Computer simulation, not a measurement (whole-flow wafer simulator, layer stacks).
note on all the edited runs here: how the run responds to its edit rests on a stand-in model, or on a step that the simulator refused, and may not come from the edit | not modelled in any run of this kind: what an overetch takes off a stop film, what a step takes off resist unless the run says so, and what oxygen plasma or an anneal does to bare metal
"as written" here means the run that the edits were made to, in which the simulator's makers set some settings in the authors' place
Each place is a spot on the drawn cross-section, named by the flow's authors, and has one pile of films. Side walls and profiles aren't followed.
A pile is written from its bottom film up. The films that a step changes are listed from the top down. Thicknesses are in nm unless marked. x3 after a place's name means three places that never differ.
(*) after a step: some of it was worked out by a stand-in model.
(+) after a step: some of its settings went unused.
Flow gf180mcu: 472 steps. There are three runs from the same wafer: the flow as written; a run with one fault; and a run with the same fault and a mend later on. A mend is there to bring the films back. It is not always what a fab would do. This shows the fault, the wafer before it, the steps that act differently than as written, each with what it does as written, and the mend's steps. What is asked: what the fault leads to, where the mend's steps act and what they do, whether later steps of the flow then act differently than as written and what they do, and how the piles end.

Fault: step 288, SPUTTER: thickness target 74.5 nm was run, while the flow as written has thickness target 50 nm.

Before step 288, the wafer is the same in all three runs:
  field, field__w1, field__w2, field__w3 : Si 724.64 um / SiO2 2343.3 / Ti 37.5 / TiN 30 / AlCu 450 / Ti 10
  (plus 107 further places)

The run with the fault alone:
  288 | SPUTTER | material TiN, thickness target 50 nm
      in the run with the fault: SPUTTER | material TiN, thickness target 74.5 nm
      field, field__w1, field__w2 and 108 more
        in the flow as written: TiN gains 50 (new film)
        in the run with the fault: TiN gains 74.5 (new film)
  Later steps of the flow acting differently than as written (not shown: 3 more steps that differ only slightly, by at most 2% or 0.5 nm, whichever is larger):
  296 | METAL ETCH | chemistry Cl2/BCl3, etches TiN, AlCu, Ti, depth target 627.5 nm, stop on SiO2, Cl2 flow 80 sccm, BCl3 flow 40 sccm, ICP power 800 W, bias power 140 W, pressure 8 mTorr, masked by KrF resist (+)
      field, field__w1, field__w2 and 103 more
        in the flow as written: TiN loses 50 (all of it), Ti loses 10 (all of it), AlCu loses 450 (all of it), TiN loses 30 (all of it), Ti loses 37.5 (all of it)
        in the run with the fault: TiN loses 74.5 (all of it), Ti loses 10 (all of it), AlCu loses 450 (all of it), TiN loses 30 (all of it), Ti loses 37.5 (all of it)
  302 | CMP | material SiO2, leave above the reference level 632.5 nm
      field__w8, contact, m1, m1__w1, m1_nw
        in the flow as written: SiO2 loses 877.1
        in the run with the fault: SiO2 loses 901.6
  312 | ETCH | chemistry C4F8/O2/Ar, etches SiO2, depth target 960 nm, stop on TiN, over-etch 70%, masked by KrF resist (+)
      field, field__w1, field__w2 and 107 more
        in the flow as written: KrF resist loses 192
        in the run with the fault: KrF resist loses 186.3
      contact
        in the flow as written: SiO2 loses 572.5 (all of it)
        in the run with the fault: SiO2 loses 548 (all of it)
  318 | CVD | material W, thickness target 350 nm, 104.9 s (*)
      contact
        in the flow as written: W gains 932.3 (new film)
        in the run with the fault: W gains 907.6 (new film)
  By the end, the piles at field__w8, contact, m1, m1__w1, m1_nw depart from the flow's by more than 2% or 0.5 nm, whichever is larger.
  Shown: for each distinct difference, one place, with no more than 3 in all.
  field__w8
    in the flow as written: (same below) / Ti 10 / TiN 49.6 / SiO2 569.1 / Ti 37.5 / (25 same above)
    in the run with the fault: (same below) / Ti 10 / TiN 74.1 / SiO2 544.6 / Ti 37.5 / (25 same above)
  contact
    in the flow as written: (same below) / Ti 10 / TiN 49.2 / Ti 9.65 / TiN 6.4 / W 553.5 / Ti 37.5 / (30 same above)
    in the run with the fault: (same below) / Ti 10 / TiN 73.7 / Ti 9.79 / TiN 6.5 / W 528.8 / Ti 37.5 / (30 same above)

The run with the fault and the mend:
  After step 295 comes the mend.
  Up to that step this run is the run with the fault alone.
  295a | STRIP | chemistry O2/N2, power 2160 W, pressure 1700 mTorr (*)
      field__w8, contact, m1, m1__w1, m1_nw
        KrF resist loses 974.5 (all of it)
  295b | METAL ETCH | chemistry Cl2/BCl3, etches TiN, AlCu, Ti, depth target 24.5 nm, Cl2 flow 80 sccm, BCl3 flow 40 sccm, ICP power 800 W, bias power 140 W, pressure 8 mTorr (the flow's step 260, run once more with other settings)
      field, field__w1, field__w2 and 108 more
        TiN loses 24.5
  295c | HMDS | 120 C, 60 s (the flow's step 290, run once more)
      does not change any film at any place that is followed
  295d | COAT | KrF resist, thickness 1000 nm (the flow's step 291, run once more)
      field, field__w1, field__w2 and 108 more
        KrF resist gains 1000 (new film)
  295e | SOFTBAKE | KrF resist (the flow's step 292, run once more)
      does not change any film at any place that is followed
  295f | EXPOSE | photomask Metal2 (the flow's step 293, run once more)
      does not change any film at any place that is followed
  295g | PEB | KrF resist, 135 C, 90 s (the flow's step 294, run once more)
      field, field__w1, field__w2 and 108 more
        KrF resist loses 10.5
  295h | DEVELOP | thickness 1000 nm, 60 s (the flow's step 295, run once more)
      field, field__w1, field__w2 and 103 more
        KrF resist loses 989.5 (all of it)
      field__w8, contact, m1, m1__w1, m1_nw
        KrF resist loses 14.9
  Every later step of the flow that is run acts as written at every place that is followed.
  At every place that both follow, the piles at the end match the flow's.
